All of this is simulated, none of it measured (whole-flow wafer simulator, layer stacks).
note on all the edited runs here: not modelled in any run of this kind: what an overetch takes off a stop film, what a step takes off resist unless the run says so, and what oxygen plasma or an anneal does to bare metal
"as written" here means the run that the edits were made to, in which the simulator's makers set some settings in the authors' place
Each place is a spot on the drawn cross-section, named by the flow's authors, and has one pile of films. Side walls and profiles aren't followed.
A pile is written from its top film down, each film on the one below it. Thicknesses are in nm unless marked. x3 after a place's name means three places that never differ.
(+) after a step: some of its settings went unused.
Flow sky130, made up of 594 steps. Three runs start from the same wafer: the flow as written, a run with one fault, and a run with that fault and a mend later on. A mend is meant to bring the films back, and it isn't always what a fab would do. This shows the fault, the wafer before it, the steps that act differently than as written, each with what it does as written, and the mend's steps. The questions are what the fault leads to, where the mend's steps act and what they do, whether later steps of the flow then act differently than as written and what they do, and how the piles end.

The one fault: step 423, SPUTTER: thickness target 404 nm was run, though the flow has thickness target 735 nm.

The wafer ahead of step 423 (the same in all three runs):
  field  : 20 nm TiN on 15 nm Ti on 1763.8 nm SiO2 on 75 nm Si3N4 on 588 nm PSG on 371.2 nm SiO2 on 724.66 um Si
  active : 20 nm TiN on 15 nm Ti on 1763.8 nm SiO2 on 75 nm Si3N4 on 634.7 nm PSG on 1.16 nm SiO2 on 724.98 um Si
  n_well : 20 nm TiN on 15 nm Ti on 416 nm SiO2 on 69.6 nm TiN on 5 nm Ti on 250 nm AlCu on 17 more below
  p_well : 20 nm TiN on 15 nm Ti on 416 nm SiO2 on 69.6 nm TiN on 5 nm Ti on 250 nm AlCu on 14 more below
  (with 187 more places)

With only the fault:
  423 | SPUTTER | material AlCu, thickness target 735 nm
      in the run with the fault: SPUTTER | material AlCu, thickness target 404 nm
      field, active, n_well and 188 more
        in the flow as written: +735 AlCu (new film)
        in the run with the fault: +404 AlCu (new film)
  Steps further on in the flow that do not act as written (13 more steps, not shown, differ only slightly: by at most 2% or 0.5 nm, whichever is larger):
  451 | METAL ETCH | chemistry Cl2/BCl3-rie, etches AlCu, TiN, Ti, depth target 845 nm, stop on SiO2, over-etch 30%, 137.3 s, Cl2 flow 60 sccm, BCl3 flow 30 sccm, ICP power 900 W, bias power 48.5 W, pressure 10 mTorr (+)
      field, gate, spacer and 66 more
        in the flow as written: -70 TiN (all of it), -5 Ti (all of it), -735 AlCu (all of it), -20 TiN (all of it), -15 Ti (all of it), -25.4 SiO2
        in the run with the fault: -70 TiN (all of it), -5 Ti (all of it), -404 AlCu (all of it), -20 TiN (all of it), -15 Ti (all of it), -58.5 SiO2
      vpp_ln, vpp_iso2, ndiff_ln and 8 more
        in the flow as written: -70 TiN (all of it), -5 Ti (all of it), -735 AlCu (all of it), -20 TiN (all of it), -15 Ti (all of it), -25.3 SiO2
        in the run with the fault: -70 TiN (all of it), -5 Ti (all of it), -404 AlCu (all of it), -20 TiN (all of it), -15 Ti (all of it), -58.4 SiO2
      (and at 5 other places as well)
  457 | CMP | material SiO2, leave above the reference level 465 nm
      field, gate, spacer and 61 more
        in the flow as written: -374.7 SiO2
        in the run with the fault: -672.6 SiO2
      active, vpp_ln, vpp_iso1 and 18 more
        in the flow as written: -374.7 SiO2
        in the run with the fault: -672.5 SiO2
  By the end, the piles at field, active, n_well and 190 more depart from the flow's by more than 2% or 0.5 nm, whichever is larger.
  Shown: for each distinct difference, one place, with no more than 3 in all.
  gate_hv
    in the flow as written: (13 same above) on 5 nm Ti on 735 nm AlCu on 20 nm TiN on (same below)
    in the run with the fault: (13 same above) on 5 nm Ti on 404 nm AlCu on 20 nm TiN on (same below)
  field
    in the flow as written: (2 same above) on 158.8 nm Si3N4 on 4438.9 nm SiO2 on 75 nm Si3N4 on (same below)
    in the run with the fault: (2 same above) on 158.8 nm Si3N4 on 4107.9 nm SiO2 on 75 nm Si3N4 on (same below)
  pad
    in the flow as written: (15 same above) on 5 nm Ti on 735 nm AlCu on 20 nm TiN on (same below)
    in the run with the fault: (15 same above) on 5 nm Ti on 404 nm AlCu on 20 nm TiN on (same below)

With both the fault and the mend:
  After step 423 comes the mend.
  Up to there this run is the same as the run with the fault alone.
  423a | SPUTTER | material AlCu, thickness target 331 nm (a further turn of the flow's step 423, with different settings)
      field, active, n_well and 188 more
        +331 AlCu
  None of the later steps of the flow acts differently than as written at any place that is followed.
  The piles end the same as the flow's at every place that both follow.
